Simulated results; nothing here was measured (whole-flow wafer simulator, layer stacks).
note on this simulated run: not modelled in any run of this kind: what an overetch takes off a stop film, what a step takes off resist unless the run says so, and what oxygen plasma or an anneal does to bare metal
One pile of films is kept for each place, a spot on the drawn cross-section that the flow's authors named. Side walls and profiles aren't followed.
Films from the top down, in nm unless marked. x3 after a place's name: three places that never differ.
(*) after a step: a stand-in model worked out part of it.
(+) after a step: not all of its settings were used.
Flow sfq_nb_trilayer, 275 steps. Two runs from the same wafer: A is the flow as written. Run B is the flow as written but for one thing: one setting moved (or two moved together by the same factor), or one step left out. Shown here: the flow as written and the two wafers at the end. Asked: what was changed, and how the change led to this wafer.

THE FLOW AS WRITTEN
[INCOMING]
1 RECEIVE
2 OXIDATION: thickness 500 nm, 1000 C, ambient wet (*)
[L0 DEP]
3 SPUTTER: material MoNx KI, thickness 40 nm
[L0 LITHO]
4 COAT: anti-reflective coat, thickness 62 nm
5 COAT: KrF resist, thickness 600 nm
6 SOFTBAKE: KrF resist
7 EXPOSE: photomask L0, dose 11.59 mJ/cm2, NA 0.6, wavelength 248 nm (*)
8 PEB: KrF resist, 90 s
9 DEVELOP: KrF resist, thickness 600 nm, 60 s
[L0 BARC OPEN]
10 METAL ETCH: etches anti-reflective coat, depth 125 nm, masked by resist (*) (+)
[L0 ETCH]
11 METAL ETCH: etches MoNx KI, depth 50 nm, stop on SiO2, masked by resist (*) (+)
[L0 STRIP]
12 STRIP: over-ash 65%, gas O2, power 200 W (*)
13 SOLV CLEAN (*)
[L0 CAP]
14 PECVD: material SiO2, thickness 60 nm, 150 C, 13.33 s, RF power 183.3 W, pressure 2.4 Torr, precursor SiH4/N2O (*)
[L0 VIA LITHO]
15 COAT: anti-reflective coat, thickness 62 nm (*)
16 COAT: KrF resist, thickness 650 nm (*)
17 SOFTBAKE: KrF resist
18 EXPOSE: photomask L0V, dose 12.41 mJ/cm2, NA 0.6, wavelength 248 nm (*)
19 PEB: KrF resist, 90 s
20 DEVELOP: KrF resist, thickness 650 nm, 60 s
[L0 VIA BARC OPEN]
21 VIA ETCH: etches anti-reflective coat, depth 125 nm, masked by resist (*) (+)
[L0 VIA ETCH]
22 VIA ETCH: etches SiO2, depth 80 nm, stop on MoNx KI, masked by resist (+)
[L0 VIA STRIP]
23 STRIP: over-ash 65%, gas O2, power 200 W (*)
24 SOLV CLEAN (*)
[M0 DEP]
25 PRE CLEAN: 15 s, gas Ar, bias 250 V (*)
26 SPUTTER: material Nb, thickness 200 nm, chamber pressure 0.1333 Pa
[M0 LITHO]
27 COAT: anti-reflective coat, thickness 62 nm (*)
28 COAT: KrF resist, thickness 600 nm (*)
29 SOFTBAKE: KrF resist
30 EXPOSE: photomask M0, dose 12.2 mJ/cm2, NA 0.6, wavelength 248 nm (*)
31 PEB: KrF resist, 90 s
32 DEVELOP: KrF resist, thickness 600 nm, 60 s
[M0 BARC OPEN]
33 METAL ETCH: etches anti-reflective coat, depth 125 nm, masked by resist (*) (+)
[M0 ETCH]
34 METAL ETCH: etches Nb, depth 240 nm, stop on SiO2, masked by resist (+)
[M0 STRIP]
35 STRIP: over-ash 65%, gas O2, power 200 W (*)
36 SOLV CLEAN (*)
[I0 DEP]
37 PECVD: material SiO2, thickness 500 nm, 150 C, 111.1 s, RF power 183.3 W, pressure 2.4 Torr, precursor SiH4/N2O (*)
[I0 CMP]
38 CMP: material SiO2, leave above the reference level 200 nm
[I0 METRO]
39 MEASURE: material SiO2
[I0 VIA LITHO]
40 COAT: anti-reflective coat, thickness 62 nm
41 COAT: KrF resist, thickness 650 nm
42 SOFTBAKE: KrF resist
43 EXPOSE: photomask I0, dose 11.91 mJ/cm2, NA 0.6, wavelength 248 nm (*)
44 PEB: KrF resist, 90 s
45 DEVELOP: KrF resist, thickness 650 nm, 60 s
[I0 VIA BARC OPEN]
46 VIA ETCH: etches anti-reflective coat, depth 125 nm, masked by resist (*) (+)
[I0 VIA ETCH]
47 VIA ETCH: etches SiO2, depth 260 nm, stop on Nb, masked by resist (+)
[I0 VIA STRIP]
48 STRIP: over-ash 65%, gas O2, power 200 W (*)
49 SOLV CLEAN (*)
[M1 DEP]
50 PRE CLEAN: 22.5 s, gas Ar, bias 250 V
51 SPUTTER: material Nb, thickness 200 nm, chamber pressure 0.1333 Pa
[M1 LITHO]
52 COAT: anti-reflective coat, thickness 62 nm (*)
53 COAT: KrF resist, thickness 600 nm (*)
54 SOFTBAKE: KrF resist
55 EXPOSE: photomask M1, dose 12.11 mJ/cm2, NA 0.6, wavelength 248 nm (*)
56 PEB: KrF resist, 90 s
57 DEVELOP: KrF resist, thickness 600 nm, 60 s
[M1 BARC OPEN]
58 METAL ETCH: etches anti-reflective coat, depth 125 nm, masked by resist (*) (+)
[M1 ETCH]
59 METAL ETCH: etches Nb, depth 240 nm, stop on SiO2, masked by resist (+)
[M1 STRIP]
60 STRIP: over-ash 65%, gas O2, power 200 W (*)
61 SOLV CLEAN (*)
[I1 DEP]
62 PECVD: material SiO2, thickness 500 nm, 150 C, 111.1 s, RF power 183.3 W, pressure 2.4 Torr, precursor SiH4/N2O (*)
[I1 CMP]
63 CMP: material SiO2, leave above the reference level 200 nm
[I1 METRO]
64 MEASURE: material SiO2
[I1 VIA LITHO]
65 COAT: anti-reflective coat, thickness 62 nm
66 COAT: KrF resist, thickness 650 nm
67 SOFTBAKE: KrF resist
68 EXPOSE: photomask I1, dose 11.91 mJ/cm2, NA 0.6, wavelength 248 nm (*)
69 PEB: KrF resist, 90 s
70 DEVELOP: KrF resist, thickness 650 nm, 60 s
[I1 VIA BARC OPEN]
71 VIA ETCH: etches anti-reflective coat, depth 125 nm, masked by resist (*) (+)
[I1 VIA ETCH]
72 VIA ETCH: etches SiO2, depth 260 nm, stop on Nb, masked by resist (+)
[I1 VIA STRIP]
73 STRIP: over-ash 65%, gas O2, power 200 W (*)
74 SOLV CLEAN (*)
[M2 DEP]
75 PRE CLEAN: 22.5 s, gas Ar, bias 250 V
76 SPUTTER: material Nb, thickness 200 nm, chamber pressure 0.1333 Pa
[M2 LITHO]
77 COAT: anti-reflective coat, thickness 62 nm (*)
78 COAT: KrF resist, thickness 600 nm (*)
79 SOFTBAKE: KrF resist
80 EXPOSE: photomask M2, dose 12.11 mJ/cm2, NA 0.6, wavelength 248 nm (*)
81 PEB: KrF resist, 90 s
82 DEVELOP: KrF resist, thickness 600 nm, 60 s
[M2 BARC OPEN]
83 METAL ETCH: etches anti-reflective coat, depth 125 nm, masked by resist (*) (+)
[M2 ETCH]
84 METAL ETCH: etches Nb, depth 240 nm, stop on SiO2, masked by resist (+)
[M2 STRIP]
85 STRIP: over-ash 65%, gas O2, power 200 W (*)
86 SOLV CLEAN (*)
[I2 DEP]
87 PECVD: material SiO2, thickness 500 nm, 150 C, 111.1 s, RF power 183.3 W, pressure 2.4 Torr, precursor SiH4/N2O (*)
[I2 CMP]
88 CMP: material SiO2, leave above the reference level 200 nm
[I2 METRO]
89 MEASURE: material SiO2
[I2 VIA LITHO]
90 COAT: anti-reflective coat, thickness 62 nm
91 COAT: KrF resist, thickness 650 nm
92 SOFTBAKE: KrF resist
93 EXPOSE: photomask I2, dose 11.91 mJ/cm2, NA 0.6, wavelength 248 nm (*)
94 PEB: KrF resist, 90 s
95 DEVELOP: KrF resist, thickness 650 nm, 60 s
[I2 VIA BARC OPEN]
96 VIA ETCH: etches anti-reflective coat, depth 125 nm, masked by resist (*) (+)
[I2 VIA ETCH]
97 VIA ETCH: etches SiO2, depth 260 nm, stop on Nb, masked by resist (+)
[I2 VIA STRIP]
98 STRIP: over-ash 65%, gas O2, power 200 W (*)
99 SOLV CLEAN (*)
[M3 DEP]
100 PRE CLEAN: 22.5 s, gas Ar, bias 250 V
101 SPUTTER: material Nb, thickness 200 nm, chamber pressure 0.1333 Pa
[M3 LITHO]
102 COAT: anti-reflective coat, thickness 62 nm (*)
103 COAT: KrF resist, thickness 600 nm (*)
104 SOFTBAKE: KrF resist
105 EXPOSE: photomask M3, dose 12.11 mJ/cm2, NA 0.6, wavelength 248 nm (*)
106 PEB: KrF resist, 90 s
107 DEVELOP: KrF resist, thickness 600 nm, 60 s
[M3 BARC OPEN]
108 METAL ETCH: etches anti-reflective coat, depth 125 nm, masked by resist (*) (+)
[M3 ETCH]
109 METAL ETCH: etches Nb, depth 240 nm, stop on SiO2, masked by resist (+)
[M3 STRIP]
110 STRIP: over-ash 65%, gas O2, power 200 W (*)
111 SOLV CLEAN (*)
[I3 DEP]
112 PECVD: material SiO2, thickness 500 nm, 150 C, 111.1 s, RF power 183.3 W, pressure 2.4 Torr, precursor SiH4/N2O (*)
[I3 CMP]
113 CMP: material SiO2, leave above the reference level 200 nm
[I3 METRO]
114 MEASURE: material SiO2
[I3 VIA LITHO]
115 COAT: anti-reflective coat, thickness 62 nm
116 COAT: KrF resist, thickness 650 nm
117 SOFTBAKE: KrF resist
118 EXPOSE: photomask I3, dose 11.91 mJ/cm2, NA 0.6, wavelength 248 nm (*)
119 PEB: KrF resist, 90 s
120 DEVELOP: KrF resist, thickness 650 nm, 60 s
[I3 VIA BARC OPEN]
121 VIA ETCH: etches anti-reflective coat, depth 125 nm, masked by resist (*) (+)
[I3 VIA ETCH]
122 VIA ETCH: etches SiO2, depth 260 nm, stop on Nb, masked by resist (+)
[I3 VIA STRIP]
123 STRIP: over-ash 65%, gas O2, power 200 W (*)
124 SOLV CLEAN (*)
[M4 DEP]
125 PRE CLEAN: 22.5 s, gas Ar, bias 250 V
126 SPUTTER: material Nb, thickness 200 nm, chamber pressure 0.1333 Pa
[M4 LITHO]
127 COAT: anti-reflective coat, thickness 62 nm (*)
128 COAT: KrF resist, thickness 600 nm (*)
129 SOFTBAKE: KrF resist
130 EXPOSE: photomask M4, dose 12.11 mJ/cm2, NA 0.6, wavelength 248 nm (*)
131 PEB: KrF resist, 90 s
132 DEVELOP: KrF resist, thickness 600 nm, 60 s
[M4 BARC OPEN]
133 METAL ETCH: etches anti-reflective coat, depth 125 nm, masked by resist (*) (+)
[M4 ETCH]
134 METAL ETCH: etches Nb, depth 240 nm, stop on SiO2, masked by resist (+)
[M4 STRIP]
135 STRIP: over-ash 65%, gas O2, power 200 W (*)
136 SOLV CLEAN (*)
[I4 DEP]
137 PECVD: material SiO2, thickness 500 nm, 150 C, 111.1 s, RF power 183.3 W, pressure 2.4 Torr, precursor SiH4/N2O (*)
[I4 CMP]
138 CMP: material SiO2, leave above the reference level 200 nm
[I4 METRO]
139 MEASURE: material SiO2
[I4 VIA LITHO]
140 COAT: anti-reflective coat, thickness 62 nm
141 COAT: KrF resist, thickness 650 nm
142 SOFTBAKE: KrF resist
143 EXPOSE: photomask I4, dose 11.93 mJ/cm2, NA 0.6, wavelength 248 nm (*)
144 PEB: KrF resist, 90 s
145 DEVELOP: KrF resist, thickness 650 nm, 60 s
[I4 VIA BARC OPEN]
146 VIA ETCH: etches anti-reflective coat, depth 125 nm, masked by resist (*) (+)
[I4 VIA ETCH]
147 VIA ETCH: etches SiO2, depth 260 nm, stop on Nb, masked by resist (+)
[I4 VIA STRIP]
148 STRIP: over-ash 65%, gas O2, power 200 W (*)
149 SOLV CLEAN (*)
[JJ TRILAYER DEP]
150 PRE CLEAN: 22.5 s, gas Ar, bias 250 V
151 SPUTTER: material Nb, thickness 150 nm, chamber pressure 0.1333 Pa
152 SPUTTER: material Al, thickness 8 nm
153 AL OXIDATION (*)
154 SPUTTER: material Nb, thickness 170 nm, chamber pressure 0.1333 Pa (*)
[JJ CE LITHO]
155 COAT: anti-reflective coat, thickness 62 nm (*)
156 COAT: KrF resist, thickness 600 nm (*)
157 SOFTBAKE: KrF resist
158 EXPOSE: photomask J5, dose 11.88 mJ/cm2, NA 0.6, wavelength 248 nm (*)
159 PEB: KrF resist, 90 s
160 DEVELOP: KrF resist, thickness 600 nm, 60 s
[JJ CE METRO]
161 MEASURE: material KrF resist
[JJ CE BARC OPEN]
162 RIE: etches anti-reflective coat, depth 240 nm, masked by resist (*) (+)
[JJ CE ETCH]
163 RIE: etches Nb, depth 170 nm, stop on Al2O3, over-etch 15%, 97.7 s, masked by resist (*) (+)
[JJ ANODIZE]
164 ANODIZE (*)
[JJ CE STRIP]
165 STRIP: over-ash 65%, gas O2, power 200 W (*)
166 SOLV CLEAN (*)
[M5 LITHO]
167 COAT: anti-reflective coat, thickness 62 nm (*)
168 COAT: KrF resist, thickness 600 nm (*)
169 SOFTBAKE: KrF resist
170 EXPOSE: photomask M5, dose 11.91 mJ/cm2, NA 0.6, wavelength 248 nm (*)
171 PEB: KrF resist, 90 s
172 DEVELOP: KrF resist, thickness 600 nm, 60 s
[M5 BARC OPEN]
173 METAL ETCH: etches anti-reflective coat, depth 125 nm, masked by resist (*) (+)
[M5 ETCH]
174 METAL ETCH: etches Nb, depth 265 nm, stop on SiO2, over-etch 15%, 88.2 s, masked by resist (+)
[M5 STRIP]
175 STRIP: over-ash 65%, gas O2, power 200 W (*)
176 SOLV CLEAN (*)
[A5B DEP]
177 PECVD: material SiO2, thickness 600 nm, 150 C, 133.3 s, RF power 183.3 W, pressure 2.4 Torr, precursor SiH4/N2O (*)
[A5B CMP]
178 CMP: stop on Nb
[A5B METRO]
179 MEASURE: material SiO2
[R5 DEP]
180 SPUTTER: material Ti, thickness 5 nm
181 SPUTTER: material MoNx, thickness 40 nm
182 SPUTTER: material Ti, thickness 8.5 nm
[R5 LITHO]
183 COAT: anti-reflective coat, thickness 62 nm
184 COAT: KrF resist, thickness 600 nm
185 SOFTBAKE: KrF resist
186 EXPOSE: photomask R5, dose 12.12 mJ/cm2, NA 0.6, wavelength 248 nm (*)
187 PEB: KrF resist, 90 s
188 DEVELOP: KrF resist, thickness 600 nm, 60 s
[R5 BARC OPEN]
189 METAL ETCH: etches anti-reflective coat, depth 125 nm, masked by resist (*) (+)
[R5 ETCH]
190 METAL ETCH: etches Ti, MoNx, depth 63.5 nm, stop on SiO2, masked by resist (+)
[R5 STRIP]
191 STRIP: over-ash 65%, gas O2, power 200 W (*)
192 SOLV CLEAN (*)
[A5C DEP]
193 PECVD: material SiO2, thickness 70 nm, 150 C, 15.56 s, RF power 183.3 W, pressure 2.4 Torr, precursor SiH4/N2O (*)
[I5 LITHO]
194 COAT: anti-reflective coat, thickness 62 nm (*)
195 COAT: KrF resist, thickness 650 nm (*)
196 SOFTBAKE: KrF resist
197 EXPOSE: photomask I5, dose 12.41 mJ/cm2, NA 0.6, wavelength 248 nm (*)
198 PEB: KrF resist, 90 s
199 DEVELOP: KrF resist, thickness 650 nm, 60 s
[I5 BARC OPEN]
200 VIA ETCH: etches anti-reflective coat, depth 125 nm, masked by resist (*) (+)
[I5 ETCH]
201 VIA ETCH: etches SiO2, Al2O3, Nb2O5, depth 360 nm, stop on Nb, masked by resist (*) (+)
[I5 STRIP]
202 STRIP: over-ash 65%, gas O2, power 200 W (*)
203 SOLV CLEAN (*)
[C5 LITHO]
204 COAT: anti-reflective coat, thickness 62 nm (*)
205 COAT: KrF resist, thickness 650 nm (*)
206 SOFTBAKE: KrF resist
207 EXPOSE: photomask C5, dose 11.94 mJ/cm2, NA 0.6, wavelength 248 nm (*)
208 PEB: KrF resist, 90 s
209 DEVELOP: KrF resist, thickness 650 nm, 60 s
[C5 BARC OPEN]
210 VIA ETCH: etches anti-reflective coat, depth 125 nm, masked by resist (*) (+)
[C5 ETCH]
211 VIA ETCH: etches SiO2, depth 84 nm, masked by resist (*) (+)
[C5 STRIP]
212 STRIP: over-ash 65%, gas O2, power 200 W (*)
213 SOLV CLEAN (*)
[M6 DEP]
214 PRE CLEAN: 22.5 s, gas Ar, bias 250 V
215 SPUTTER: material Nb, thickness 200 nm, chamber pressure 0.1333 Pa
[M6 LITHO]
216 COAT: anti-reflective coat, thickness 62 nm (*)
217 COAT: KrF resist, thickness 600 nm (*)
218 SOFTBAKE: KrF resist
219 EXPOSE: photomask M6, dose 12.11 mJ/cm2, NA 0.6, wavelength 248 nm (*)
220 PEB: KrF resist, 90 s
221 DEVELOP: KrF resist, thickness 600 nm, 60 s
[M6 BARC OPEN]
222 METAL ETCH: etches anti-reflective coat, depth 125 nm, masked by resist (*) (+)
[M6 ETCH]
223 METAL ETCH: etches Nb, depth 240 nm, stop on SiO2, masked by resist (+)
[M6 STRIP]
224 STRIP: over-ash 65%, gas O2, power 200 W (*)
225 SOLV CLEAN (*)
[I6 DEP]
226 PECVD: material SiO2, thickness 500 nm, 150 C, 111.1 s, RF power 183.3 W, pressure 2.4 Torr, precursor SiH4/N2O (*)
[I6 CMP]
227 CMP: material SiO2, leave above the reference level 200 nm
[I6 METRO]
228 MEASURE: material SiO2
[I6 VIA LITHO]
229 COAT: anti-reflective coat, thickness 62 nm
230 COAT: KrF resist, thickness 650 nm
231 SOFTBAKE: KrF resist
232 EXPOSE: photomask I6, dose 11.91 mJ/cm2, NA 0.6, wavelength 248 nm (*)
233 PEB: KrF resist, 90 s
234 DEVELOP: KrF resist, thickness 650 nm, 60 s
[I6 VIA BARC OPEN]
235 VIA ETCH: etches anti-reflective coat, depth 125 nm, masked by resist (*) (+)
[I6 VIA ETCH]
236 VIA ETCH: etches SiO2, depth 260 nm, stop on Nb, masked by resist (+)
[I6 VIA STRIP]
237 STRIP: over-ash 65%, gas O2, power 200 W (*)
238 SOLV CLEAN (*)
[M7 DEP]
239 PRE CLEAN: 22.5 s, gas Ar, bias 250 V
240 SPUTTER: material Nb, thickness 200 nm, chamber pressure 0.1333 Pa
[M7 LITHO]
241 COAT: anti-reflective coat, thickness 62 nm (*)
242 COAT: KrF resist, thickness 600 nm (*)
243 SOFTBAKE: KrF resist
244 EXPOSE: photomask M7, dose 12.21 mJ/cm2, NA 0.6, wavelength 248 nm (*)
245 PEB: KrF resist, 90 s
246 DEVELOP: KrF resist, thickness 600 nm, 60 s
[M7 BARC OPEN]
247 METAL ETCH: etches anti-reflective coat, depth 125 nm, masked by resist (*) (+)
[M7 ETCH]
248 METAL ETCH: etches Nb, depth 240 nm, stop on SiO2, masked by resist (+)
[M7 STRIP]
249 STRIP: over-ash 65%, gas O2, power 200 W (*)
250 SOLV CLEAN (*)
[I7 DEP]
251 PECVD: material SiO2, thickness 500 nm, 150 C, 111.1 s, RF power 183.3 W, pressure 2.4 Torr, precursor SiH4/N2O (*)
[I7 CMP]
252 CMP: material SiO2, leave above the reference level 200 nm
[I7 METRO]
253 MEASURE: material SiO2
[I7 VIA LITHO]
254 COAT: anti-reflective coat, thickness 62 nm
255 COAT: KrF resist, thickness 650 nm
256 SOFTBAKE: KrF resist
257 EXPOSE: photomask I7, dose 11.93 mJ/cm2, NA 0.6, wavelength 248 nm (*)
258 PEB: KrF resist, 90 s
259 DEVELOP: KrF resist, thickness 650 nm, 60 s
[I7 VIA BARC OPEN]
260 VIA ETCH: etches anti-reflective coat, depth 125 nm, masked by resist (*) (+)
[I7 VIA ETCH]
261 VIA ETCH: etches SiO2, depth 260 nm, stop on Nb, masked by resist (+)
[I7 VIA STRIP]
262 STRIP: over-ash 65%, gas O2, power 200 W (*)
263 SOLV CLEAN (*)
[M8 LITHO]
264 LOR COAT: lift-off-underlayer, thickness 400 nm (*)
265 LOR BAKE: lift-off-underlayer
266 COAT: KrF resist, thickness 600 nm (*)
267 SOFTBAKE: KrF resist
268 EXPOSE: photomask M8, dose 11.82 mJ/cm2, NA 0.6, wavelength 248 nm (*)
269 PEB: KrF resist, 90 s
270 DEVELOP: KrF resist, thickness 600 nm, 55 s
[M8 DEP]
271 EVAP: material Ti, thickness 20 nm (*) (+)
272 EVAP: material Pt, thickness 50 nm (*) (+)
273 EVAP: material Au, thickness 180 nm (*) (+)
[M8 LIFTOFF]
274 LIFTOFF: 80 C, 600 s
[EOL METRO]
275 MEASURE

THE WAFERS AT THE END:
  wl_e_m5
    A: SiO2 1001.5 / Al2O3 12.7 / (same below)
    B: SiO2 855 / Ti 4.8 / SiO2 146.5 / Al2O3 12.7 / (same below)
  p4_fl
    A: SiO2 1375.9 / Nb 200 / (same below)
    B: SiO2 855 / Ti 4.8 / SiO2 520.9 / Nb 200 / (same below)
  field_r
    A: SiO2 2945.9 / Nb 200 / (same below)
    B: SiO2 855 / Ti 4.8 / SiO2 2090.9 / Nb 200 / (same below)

The cause: step 181, SPUTTER: thickness 54.8 nm was run, where the flow has thickness 40 nm.

How the change led to this, step by step:
  181 SPUTTER: material MoNx, thickness 40 nm
      field_l, v_sur, via_wl and 103 more: A MoNx +40 (new film) | B MoNx +54.8 (new film)
  190 METAL ETCH: etches Ti, MoNx, depth 63.5 nm, stop on SiO2, masked by resist (+)
      field_l, v_sur, via_wl and 92 more: A Ti -8.5 (all of it), MoNx -40 (all of it), Ti -5 (all of it) | B Ti -8.5 (all of it), MoNx -54.8 (all of it), Ti -0.2
      ce_l, c5j, ce_r, wl_jj: A Ti -8.5 (all of it), MoNx -40 (all of it), Ti -5 (all of it), Nb -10 | B Ti -8.5 (all of it), MoNx -54.8 (all of it), Ti -0.2
  193 PECVD: material SiO2, thickness 70 nm, 150 C, 15.56 s, RF power 183.3 W, pressure 2.4 Torr, precursor SiH4/N2O (*)
      field_l, v_sur, via_wl and 92 more: A SiO2 +70 | B SiO2 +70 (new film)
  194 COAT: anti-reflective coat, thickness 62 nm (*)
      wl_j_sl, wl_j_sr: A anti-reflective coat +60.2 (new film) | B anti-reflective coat +62 (new film)
      r5r_spacepad_l, r5r_spacepad_r: A anti-reflective coat +84.4 (new film) | B anti-reflective coat +88.7 (new film)
      (and at 12 more places)
  201 VIA ETCH: etches SiO2, Al2O3, Nb2O5, depth 360 nm, stop on Nb, masked by resist (*) (+)
      be: A SiO2 -216.4 (all of it), Al2O3 -12.7 (all of it), Nb2O5 -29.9 (all of it) | B SiO2 -69.8 (all of it), Ti -4.8 (all of it), SiO2 -146.5 (all of it), Al2O3 -12.7 (all of it), Nb2O5 -29.9 (all of it)
  202 STRIP: over-ash 65%, gas O2, power 200 W (*)
      wl_j_sl, wl_j_sr: A KrF resist -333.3 (all of it), anti-reflective coat -60.2 (all of it) | B KrF resist -333 (all of it), anti-reflective coat -62 (all of it)
      r5r_spacepad_l, r5r_spacepad_r: A KrF resist -335.6 (all of it), anti-reflective coat -84.4 (all of it) | B KrF resist -336 (all of it), anti-reflective coat -88.7 (all of it)
      (and at 12 more places)
  204 COAT: anti-reflective coat, thickness 62 nm (*)
      wl_j_sl, wl_j_sr: A anti-reflective coat +60.2 (new film) | B anti-reflective coat +62 (new film)
      r5r_spacepad_l, r5r_spacepad_r: A anti-reflective coat +84.4 (new film) | B anti-reflective coat +88.7 (new film)
      (and at 12 more places)
  210 VIA ETCH: etches anti-reflective coat, depth 125 nm, masked by resist (*) (+)
      c5j: A anti-reflective coat -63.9 (all of it), SiO2 -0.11 | B anti-reflective coat -61.2 (all of it), SiO2 -0.11
  211 VIA ETCH: etches SiO2, depth 84 nm, masked by resist (*) (+)
      c5j: A SiO2 -69.9 (all of it), Nb -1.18 | B SiO2 -69.9 (all of it)
  212 STRIP: over-ash 65%, gas O2, power 200 W (*)
      wl_j_sl, wl_j_sr: A KrF resist -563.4 (all of it), anti-reflective coat -60.2 (all of it) | B KrF resist -564 (all of it), anti-reflective coat -62 (all of it)
      r5r_spacepad_l, r5r_spacepad_r: A KrF resist -565.8 (all of it), anti-reflective coat -84.4 (all of it) | B KrF resist -566.9 (all of it), anti-reflective coat -88.7 (all of it)
      (and at 11 more places)
  214 PRE CLEAN: 22.5 s, gas Ar, bias 250 V
      c5j: A Nb -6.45 | B Ti -4.8 (all of it)
  216 COAT: anti-reflective coat, thickness 62 nm (*)
      r5r_line_l, r5r_line_c, r5r_line_r: A anti-reflective coat +50 (new film) | B anti-reflective coat +48.6 (new film)
      wl_j_sl, wl_j_sr: A anti-reflective coat +60.2 (new film) | B anti-reflective coat +62 (new film)
      (and at 12 more places)
  222 METAL ETCH: etches anti-reflective coat, depth 125 nm, masked by resist (*) (+)
      r5r_line_l, r5r_line_c, r5r_line_r: A anti-reflective coat -50 (all of it) | B anti-reflective coat -48.6 (all of it)
      r5r_spacepad_l, r5r_spacepad_r: A anti-reflective coat -85.7 (all of it) | B anti-reflective coat -90.7 (all of it)
      (and at 1 more place)
  224 STRIP: over-ash 65%, gas O2, power 200 W (*)
      wl_j_sl, wl_j_sr: A KrF resist -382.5 (all of it), anti-reflective coat -60.2 (all of it) | B KrF resist -382.4 (all of it), anti-reflective coat -62 (all of it)
      jj_sur: A KrF resist -378.5 (all of it), anti-reflective coat -56.1 (all of it) | B KrF resist -378.7 (all of it), anti-reflective coat -58.6 (all of it)
      (and at 8 more places)
  227 CMP: material SiO2, leave above the reference level 200 nm
      r5r_line_l, r5r_spacepad_l, r5r_spacepad_r, r5r_line_c, r5r_line_r: A SiO2 -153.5 | B SiO2 -163.5
      ce_l, ce_r, wl_jj: A SiO2 -290 | B SiO2 -300
      (and at 5 more places)
Counting metal films that touch as one body, wl_e_m5 has 7 bodies (between them, from the top down: SiO2 146.5 / Al2O3 12.7 / Nb2O5 29.9; SiO2 192.5; SiO2 192.5; SiO2 192.5; SiO2 192.5; SiO2 192.5); the flow as written gives 6 bodies (between them, from the top down: SiO2 192.5; SiO2 192.5; SiO2 192.5; SiO2 192.5; SiO2 192.5).
Counting metal films that touch as one body, p4_fl has 3 bodies (between them, from the top down: SiO2 520.9; SiO2 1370); the flow as written gives 2 bodies (between them, from the top down: SiO2 1370).
Counting metal films that touch as one body, field_r has 2 bodies (between them, from the top down: SiO2 2090.9); the flow as written gives 1 body.
